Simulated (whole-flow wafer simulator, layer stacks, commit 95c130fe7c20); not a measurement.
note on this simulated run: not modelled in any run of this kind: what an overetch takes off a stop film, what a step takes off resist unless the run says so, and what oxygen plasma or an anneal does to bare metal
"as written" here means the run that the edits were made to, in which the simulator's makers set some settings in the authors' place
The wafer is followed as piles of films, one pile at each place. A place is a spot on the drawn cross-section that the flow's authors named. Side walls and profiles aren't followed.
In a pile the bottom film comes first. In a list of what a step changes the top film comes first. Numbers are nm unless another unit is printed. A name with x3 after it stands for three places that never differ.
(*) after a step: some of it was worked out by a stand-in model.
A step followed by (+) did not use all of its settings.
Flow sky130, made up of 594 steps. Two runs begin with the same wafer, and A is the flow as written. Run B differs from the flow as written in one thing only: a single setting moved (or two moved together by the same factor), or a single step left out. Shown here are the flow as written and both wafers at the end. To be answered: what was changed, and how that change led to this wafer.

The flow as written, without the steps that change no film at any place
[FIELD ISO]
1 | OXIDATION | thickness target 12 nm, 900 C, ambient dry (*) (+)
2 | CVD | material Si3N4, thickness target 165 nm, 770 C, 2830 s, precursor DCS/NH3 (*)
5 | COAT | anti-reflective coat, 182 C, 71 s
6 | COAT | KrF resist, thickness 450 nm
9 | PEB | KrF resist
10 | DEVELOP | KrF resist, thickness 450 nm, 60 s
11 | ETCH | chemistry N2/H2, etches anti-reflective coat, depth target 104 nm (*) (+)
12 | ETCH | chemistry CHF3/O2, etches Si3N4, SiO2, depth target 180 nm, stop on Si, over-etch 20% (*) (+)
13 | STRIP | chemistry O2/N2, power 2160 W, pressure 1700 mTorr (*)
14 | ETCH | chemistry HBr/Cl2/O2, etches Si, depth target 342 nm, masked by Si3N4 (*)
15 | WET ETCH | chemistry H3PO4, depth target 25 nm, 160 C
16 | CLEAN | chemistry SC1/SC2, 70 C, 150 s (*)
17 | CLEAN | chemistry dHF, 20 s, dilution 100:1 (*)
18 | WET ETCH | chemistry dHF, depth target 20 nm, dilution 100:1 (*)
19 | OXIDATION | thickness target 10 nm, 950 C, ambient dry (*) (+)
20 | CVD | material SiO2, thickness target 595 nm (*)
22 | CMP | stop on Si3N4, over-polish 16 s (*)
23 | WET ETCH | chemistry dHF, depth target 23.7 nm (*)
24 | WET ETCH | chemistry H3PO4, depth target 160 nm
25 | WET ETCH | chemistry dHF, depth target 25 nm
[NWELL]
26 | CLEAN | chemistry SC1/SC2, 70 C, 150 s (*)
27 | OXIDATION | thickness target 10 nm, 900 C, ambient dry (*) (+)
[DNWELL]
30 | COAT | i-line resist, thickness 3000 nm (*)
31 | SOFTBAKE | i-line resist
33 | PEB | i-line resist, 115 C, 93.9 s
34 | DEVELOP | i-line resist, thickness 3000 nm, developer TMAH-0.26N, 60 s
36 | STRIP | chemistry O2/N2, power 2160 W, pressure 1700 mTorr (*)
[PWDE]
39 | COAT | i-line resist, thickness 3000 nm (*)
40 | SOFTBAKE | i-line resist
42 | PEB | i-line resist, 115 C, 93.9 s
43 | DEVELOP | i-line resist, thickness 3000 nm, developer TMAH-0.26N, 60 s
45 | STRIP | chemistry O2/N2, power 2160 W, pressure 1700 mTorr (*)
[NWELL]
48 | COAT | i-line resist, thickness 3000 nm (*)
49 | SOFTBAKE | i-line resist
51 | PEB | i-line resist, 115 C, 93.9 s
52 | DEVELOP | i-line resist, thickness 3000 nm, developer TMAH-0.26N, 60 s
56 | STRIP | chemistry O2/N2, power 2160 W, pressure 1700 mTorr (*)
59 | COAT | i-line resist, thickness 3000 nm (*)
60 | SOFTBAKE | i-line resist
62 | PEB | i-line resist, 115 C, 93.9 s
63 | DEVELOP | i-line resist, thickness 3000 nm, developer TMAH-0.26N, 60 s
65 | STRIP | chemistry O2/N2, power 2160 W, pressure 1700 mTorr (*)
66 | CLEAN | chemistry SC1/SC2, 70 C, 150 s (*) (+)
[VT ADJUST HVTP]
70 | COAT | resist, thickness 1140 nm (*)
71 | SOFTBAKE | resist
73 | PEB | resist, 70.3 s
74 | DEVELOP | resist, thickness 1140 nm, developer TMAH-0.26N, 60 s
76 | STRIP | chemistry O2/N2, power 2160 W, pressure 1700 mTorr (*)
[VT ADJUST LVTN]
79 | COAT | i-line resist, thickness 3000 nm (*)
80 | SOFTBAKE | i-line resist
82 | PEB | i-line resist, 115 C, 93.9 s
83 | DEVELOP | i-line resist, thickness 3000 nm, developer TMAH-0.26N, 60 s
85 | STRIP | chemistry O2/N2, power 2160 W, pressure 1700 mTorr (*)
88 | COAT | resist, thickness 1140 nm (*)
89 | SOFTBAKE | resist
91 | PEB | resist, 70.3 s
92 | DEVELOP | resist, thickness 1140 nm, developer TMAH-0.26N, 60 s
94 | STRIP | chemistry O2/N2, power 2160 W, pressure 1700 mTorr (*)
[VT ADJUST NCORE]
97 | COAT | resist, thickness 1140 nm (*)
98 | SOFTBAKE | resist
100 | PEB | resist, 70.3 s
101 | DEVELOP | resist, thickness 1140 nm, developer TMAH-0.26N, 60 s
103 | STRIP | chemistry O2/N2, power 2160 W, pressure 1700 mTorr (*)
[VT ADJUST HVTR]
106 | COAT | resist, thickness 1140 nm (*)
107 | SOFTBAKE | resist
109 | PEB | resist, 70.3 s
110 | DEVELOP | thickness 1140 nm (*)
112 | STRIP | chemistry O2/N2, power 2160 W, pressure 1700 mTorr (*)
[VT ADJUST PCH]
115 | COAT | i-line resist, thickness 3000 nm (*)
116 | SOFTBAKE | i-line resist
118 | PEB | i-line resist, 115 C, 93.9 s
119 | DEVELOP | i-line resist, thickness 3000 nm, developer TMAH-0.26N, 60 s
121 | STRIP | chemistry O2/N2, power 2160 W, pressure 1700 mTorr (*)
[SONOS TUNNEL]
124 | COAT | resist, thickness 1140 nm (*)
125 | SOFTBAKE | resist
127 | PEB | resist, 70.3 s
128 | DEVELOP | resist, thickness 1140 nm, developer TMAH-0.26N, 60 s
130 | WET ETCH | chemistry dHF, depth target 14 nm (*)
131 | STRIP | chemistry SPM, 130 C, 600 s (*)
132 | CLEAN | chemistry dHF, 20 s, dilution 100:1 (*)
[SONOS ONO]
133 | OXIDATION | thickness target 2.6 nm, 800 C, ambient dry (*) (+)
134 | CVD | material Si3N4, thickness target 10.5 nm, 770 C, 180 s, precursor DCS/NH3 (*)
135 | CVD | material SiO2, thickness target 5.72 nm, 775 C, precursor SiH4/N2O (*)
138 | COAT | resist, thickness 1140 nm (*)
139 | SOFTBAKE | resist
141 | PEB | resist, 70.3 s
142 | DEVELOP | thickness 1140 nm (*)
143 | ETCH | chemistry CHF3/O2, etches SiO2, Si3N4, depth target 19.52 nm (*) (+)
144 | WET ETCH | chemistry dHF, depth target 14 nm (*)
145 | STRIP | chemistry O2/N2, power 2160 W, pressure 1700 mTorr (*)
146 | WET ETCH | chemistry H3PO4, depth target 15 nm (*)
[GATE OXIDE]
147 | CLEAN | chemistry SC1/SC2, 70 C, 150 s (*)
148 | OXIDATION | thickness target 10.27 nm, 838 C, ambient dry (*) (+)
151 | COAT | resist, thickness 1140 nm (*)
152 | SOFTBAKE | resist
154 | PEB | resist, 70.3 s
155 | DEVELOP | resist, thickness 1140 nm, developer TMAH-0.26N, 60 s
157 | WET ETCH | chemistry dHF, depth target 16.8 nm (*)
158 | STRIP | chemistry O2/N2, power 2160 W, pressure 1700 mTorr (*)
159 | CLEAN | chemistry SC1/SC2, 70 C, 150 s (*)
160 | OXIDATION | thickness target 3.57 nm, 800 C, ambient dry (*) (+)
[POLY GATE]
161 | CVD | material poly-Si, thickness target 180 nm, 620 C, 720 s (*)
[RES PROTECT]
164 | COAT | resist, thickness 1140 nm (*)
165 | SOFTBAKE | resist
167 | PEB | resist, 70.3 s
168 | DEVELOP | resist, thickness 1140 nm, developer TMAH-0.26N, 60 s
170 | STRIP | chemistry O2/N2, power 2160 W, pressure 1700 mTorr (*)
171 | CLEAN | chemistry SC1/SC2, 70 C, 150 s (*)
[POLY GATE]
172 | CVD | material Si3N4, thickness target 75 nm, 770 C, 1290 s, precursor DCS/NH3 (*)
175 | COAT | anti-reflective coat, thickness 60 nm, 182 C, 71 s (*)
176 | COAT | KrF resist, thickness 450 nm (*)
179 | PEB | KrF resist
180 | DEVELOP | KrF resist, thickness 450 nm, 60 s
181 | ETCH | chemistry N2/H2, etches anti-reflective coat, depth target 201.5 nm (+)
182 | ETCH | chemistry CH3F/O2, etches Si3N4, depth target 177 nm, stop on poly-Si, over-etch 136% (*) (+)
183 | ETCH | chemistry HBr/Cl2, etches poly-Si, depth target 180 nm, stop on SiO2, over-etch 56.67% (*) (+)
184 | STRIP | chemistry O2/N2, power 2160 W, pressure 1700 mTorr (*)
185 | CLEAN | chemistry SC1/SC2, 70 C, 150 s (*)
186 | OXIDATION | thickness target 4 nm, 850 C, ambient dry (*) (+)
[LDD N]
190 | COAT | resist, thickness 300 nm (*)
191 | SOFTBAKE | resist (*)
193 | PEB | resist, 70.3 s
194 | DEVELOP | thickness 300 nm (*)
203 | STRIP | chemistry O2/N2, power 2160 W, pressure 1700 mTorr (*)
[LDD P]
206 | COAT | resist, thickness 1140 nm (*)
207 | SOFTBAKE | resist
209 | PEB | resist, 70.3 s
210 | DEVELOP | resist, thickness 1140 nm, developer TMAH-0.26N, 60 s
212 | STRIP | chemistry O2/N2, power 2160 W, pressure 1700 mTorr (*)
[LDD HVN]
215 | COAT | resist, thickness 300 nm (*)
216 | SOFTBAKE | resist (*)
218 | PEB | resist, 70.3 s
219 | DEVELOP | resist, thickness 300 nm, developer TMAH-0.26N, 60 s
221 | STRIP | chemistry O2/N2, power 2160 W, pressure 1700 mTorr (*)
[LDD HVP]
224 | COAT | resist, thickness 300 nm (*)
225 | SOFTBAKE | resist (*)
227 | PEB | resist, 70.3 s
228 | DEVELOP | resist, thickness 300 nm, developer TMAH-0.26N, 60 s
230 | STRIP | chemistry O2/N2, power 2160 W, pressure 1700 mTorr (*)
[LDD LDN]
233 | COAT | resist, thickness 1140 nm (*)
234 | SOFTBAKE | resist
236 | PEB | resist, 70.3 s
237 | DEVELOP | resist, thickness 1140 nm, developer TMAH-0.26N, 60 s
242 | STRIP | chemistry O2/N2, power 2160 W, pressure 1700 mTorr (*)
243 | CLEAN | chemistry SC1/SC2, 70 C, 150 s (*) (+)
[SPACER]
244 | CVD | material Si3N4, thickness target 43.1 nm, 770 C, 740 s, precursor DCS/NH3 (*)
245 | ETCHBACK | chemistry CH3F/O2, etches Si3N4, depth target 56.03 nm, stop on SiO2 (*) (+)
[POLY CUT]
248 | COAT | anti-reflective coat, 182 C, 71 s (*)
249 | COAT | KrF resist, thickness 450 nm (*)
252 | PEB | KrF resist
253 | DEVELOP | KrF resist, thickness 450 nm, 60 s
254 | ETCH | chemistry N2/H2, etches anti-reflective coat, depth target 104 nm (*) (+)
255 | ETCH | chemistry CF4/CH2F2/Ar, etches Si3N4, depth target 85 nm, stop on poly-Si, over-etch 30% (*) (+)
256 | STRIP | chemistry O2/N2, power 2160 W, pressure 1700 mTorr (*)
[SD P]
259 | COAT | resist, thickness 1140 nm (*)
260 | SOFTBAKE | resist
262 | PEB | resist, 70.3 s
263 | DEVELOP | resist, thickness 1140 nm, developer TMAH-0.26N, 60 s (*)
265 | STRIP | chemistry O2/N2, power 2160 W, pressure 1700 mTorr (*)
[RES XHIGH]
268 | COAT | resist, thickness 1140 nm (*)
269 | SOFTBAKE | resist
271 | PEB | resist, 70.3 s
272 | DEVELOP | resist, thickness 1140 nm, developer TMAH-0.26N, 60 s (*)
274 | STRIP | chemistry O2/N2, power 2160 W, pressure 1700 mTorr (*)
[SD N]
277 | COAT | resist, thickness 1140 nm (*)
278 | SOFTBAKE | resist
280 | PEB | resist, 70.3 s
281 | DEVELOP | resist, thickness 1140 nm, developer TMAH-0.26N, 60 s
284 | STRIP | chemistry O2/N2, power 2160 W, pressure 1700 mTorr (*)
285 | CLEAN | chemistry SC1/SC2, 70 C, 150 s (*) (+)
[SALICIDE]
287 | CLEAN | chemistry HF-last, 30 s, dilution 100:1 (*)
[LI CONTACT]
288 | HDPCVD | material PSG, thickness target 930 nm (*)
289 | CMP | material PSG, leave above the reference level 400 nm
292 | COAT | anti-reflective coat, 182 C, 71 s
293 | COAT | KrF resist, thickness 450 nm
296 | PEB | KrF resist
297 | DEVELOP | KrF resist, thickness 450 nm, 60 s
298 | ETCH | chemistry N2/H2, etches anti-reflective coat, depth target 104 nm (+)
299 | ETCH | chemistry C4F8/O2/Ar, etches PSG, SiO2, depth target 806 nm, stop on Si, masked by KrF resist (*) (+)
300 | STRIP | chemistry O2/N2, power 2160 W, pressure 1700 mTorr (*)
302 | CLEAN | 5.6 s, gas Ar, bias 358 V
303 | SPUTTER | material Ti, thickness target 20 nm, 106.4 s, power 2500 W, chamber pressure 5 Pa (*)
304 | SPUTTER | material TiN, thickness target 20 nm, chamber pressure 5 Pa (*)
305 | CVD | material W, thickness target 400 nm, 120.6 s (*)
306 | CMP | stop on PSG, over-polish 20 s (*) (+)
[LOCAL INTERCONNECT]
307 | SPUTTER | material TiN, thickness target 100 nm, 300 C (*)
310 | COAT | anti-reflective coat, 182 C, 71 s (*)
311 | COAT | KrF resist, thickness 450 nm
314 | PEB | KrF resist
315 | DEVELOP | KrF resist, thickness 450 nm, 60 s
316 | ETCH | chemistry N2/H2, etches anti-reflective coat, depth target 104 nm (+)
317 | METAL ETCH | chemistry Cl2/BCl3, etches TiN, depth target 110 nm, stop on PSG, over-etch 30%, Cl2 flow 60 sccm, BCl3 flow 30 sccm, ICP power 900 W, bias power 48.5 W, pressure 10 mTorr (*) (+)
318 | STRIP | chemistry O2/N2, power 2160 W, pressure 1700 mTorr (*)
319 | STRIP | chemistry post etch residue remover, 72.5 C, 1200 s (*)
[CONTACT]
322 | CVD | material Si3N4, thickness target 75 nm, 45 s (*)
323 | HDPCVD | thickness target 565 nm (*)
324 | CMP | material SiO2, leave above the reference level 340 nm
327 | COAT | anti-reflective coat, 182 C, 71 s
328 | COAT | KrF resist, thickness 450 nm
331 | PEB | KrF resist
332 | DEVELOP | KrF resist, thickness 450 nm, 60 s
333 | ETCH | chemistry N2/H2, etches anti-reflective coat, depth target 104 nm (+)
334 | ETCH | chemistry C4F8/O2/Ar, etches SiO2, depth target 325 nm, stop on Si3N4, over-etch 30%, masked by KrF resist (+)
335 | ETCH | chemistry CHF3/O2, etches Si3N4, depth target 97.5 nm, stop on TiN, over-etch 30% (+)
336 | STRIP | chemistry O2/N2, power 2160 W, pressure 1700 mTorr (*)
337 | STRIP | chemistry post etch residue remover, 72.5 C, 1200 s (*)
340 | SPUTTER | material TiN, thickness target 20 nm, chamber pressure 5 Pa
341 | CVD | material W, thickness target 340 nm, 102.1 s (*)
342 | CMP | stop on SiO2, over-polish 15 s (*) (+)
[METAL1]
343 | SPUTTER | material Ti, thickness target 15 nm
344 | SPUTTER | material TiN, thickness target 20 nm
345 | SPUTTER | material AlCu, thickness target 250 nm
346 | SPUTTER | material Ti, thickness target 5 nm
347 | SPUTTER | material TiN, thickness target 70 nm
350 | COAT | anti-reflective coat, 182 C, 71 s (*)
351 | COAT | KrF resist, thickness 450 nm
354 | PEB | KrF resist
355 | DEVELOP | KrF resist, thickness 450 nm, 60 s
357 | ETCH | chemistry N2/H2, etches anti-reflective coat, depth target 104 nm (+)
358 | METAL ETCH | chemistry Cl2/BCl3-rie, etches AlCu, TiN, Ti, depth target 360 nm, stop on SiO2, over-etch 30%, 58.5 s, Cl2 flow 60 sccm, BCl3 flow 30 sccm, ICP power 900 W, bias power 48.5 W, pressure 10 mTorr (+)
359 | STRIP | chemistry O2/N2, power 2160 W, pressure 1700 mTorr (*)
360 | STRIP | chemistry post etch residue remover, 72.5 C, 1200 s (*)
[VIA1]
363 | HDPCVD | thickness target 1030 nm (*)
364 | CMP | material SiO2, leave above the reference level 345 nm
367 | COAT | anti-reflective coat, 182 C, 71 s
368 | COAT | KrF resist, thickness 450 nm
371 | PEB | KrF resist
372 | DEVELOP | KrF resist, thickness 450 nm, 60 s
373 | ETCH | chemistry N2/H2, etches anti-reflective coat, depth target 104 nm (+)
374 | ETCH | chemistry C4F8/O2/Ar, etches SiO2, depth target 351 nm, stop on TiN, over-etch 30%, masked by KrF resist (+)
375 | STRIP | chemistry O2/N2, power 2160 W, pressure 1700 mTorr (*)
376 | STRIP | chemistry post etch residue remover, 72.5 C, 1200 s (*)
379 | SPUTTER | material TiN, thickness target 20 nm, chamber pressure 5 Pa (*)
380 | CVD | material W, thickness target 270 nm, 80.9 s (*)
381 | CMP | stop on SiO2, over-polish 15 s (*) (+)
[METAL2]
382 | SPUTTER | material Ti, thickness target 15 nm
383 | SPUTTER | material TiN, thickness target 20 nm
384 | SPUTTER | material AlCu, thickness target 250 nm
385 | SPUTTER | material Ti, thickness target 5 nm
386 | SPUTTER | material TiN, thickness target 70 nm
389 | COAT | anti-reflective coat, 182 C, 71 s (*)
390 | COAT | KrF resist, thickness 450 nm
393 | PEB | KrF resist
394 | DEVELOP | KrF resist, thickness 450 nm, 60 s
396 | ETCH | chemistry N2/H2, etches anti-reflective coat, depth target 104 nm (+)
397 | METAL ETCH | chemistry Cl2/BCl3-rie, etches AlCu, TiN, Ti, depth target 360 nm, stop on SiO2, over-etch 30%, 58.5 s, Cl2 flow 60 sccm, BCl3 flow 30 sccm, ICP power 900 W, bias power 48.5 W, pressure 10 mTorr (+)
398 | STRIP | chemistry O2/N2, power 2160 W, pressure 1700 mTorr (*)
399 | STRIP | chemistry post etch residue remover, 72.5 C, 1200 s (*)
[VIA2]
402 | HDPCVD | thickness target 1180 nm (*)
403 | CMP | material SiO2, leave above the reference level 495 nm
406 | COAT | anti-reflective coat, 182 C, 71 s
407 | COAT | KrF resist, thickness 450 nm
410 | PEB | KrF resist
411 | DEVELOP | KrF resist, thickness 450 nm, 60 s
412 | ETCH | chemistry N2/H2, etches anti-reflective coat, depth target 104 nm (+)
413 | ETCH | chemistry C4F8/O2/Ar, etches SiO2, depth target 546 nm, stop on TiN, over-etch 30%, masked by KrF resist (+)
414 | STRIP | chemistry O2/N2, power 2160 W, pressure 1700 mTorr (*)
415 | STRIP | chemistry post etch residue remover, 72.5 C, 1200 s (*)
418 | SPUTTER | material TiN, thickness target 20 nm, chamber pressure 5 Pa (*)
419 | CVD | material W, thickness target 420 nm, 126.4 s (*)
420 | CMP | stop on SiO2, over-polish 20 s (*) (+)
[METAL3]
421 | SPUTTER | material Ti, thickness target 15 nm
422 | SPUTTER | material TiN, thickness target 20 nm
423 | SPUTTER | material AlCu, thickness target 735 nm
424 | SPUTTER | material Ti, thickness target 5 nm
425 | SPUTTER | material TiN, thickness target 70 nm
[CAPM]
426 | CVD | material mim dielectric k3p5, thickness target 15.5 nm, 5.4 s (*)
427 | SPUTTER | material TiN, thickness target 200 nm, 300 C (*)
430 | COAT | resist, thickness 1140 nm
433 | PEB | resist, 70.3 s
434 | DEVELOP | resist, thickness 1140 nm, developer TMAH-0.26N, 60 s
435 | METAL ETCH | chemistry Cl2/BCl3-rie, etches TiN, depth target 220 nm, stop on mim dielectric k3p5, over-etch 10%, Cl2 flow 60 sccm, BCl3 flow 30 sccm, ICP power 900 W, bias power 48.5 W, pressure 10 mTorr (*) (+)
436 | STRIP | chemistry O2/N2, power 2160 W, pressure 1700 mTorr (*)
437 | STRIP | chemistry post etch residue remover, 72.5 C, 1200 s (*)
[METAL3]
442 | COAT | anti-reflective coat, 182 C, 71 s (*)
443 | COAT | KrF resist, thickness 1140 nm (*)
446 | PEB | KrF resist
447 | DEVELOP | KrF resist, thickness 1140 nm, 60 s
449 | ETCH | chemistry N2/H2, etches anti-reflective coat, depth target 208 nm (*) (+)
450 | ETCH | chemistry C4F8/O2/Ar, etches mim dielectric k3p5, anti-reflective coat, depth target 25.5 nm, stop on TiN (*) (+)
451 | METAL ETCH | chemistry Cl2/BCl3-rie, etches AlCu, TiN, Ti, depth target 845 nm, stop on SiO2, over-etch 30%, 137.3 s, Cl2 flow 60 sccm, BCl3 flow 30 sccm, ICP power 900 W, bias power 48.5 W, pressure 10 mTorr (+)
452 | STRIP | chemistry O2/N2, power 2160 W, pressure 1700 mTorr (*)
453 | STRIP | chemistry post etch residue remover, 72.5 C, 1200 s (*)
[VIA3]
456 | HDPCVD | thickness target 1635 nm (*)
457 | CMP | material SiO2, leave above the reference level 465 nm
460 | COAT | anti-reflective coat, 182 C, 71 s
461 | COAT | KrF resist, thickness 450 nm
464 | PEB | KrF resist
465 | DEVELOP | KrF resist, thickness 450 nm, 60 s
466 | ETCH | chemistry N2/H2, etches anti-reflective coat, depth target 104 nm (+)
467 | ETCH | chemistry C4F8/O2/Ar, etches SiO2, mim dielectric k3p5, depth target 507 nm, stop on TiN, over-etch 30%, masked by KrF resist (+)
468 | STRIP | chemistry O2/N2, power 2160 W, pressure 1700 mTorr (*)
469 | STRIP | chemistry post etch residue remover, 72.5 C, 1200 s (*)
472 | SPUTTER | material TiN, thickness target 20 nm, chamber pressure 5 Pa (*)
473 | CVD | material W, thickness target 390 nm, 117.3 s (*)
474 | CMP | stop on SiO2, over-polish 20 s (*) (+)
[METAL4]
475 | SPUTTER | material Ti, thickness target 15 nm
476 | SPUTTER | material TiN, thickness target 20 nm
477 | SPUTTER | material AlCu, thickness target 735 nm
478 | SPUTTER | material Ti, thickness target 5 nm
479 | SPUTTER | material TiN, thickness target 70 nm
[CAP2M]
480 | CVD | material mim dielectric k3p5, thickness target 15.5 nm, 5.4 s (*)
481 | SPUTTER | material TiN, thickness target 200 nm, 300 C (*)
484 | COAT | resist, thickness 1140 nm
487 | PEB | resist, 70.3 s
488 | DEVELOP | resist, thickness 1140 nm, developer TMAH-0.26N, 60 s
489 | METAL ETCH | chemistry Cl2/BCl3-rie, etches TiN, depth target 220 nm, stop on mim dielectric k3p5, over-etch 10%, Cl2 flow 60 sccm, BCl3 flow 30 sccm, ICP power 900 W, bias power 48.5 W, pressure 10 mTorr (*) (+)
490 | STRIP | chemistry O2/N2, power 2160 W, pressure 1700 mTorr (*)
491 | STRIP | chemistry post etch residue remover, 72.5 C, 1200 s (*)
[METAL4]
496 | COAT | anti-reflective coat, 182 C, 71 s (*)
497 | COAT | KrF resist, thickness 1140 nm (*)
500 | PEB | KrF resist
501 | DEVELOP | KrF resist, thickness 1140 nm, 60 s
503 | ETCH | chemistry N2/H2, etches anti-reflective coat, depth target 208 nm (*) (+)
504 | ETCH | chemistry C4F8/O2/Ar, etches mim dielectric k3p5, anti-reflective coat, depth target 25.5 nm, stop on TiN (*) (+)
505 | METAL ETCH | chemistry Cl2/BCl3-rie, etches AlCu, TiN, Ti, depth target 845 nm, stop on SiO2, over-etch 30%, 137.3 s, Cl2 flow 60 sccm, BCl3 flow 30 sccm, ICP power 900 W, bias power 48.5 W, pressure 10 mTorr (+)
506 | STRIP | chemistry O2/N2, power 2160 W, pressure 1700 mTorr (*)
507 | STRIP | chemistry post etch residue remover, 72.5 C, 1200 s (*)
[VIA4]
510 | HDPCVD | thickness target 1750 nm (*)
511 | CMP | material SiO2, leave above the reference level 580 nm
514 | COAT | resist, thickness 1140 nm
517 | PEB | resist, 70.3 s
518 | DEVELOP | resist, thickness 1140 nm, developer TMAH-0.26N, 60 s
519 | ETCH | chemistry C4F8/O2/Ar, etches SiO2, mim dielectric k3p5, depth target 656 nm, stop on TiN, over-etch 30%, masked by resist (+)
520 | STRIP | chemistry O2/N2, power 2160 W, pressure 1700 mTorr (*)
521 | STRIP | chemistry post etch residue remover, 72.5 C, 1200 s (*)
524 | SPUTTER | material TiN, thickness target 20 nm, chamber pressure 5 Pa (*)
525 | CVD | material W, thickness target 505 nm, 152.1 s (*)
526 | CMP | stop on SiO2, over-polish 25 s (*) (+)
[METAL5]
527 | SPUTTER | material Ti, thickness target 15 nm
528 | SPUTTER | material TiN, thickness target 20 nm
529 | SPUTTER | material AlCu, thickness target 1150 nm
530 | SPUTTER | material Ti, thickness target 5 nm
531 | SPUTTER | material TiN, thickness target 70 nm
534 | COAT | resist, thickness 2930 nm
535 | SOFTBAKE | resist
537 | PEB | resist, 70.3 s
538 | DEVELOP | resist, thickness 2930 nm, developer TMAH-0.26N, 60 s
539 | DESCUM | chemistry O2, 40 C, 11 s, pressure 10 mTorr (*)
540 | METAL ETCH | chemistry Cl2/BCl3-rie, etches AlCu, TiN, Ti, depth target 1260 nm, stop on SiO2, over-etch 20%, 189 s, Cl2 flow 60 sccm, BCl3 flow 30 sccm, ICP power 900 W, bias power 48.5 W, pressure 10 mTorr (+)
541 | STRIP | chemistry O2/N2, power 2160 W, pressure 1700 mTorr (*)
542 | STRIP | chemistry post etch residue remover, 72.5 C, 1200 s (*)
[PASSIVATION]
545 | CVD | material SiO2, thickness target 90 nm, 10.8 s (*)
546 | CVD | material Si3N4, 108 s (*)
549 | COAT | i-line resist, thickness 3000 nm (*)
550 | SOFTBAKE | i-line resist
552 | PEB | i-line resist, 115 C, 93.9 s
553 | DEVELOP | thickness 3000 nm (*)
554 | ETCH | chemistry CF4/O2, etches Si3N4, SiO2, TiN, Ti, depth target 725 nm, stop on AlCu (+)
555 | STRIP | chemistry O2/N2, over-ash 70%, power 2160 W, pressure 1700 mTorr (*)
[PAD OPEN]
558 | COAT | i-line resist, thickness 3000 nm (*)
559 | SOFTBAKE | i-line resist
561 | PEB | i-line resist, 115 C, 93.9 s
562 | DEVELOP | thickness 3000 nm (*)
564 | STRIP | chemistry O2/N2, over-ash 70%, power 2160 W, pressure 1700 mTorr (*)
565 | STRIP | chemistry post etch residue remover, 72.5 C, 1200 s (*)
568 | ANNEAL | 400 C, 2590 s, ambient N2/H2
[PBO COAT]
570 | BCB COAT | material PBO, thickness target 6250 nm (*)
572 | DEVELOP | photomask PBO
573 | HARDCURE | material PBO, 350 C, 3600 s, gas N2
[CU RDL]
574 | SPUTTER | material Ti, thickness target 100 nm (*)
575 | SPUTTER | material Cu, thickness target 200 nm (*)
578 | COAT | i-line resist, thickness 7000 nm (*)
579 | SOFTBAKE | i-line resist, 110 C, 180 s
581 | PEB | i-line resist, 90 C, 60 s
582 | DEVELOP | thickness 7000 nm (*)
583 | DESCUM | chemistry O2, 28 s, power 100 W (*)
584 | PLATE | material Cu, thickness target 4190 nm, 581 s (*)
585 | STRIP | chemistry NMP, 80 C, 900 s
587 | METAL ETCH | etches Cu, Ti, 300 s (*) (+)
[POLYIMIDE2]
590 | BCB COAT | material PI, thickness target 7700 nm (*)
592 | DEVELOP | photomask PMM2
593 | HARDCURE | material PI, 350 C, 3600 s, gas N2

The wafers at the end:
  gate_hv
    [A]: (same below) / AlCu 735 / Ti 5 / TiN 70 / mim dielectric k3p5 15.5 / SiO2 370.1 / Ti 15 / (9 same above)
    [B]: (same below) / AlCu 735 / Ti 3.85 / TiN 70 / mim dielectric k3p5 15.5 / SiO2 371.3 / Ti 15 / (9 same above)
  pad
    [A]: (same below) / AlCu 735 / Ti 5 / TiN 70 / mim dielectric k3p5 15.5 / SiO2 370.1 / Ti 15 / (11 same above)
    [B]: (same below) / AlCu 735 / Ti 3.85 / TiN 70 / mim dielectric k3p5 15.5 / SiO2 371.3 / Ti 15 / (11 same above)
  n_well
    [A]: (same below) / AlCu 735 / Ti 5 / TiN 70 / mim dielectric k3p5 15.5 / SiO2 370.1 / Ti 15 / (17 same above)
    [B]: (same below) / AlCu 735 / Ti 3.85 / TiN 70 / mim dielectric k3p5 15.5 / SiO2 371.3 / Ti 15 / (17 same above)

The reason: step 424, SPUTTER: thickness target 3.85 nm was run, whereas the flow has thickness target 5 nm.
The wafer lets one read it off: gate_hv has Ti 3.85, and step 424 as written asks for 5 nm.

How this came from the change, step by step:
  424 | SPUTTER | material Ti, thickness target 5 nm
      field, active, n_well and 188 more: A Ti gains 5 (new film) | B Ti gains 3.85 (new film)
  451 | METAL ETCH | chemistry Cl2/BCl3-rie, etches AlCu, TiN, Ti, depth target 845 nm, stop on SiO2, over-etch 30%, 137.3 s, Cl2 flow 60 sccm, BCl3 flow 30 sccm, ICP power 900 W, bias power 48.5 W, pressure 10 mTorr (+)
      field, gate, spacer and 68 more: A TiN loses 70 (all of it), Ti loses 5 (all of it), AlCu loses 735 (all of it), TiN loses 20 (all of it), Ti loses 15 (all of it), SiO2 loses 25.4 | B TiN loses 70 (all of it), Ti loses 3.85 (all of it), AlCu loses 735 (all of it), TiN loses 20 (all of it), Ti loses 15 (all of it), SiO2 loses 25.5
      active, vpp_ln, vpp_iso2 and 11 more: A TiN loses 70 (all of it), Ti loses 5 (all of it), AlCu loses 735 (all of it), TiN loses 20 (all of it), Ti loses 15 (all of it), SiO2 loses 25.3 | B TiN loses 70 (all of it), Ti loses 3.85 (all of it), AlCu loses 735 (all of it), TiN loses 20 (all of it), Ti loses 15 (all of it), SiO2 loses 25.5
